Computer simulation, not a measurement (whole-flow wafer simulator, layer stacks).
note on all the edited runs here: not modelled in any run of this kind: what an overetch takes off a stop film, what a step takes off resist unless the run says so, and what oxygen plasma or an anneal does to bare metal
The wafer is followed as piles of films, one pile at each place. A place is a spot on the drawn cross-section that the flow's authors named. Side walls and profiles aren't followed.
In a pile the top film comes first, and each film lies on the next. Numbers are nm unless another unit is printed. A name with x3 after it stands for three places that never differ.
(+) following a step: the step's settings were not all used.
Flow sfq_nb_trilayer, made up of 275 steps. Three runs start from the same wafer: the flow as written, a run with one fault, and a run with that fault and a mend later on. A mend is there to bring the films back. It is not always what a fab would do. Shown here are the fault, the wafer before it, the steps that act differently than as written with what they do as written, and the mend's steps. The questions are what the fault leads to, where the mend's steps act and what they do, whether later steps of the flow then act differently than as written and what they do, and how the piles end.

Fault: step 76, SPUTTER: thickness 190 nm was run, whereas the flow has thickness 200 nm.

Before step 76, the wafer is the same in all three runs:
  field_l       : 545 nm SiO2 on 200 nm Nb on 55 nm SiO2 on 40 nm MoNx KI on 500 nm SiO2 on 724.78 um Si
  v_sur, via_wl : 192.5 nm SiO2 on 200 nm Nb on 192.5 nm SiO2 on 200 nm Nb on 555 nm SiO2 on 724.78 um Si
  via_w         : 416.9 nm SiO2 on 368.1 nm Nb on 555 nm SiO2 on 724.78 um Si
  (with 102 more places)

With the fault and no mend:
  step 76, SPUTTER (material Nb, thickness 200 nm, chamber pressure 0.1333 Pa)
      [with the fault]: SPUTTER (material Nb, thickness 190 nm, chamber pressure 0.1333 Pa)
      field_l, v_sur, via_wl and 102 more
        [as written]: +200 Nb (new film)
        [with the fault]: +190 Nb (new film)
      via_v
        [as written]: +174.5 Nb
        [with the fault]: +165.9 Nb
  Later steps of the flow acting differently than as written (7 more steps, not shown, differ only slightly: by at most 2% or 0.5 nm, whichever is larger):
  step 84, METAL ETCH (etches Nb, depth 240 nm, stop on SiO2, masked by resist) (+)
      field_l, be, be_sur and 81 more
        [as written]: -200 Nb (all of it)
        [with the fault]: -190 Nb (all of it)
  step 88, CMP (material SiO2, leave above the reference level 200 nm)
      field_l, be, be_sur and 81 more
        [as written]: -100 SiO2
        [with the fault]: -110 SiO2
  The piles end different from the flow's at v_sur, via_wl, via_w and 19 more by more than 2% or 0.5 nm, whichever is larger.
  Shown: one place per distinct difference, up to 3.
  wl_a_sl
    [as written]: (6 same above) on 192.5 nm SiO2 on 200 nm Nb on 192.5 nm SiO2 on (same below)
    [with the fault]: (6 same above) on 192.5 nm SiO2 on 190 nm Nb on 192.5 nm SiO2 on (same below)
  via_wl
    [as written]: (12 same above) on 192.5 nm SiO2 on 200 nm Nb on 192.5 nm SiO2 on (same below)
    [with the fault]: (12 same above) on 192.5 nm SiO2 on 190 nm Nb on 192.5 nm SiO2 on (same below)
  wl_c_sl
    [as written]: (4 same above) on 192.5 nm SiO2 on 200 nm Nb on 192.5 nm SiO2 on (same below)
    [with the fault]: (4 same above) on 192.5 nm SiO2 on 190 nm Nb on 192.5 nm SiO2 on (same below)

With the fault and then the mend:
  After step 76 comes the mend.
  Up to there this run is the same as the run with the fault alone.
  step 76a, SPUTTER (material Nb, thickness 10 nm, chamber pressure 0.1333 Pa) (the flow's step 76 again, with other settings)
      field_l, v_sur, via_wl and 102 more
        +10 Nb
      via_v
        +7.56 Nb
  None of the later steps of the flow differs from how it acts as written, at any place that is followed, by more than 2% or 0.5 nm, whichever is larger.
  The piles end only slightly different from the flow's at the places that both follow, by no more than 2% or 0.5 nm, whichever is larger.
